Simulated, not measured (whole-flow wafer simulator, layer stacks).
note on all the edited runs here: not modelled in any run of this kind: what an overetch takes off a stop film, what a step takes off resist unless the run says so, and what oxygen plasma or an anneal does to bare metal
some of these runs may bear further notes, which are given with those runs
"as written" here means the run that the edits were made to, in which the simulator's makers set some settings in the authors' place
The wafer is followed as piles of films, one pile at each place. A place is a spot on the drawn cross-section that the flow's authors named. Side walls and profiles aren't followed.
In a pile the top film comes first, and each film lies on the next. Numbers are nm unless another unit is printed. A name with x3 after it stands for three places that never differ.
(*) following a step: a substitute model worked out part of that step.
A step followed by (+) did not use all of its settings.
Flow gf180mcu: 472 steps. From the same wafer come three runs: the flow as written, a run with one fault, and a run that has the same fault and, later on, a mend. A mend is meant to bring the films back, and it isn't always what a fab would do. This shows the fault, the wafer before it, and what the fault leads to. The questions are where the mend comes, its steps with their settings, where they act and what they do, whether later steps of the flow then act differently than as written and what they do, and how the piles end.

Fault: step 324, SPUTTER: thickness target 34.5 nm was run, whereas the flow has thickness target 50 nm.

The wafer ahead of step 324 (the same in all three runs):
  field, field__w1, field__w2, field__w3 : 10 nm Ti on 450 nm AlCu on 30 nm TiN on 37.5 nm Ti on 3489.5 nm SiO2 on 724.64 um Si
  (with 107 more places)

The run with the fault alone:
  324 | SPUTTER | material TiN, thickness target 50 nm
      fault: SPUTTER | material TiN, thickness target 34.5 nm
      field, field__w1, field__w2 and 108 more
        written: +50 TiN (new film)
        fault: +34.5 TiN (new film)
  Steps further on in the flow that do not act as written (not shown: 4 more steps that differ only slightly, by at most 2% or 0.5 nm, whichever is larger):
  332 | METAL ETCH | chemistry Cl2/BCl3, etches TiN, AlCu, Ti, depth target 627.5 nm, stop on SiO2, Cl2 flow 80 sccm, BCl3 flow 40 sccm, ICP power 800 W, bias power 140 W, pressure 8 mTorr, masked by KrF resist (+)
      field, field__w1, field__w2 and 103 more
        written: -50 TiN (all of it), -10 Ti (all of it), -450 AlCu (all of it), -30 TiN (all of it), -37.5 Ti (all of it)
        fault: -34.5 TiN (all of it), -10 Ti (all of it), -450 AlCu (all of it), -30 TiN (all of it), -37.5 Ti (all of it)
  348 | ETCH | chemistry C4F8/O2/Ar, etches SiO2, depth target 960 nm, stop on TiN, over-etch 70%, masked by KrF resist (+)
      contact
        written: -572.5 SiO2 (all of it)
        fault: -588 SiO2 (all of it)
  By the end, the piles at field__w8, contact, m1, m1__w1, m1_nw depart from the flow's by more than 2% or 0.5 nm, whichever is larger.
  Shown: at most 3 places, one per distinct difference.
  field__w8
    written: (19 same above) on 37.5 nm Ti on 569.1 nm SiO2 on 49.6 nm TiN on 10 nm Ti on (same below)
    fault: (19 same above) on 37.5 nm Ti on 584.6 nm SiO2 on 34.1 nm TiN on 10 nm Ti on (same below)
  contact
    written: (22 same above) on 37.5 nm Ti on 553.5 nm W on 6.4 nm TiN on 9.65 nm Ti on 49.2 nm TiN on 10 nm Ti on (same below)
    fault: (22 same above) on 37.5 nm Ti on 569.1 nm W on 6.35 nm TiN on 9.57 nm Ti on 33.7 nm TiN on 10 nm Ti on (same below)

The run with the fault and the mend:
  After step 331 comes the mend.
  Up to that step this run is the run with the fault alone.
  331a | STRIP | chemistry O2/N2, power 2160 W, pressure 1700 mTorr (*)
      field__w8, contact, m1, m1__w1, m1_nw
        -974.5 KrF resist (all of it)
  331b | SPUTTER | material TiN, thickness target 15.5 nm (the flow's step 324, run once more with other settings)
      field, field__w1, field__w2 and 108 more
        +15.5 TiN
  331c | HMDS | 120 C, 60 s (the flow's step 326, run once more)
      leaves every film unchanged at each place that is followed
  331d | COAT | KrF resist, thickness 1000 nm (the flow's step 327, run once more)
      field, field__w1, field__w2 and 108 more
        +1000 KrF resist (new film)
  331e | SOFTBAKE | KrF resist (the flow's step 328, run once more)
      leaves every film unchanged at each place that is followed
  331f | EXPOSE | photomask Metal3 (the flow's step 329, run once more)
      leaves every film unchanged at each place that is followed
  331g | PEB | KrF resist, 135 C, 90 s (the flow's step 330, run once more)
      field, field__w1, field__w2 and 108 more
        -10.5 KrF resist
  331h | DEVELOP | thickness 1000 nm, 60 s (the flow's step 331, run once more)
      field, field__w1, field__w2 and 103 more
        -989.5 KrF resist (all of it)
      field__w8, contact, m1, m1__w1, m1_nw
        -14.9 KrF resist
  Every later step of the flow that is run acts as written at every place that is followed.
  The piles end the same as the flow's at every place that both follow.
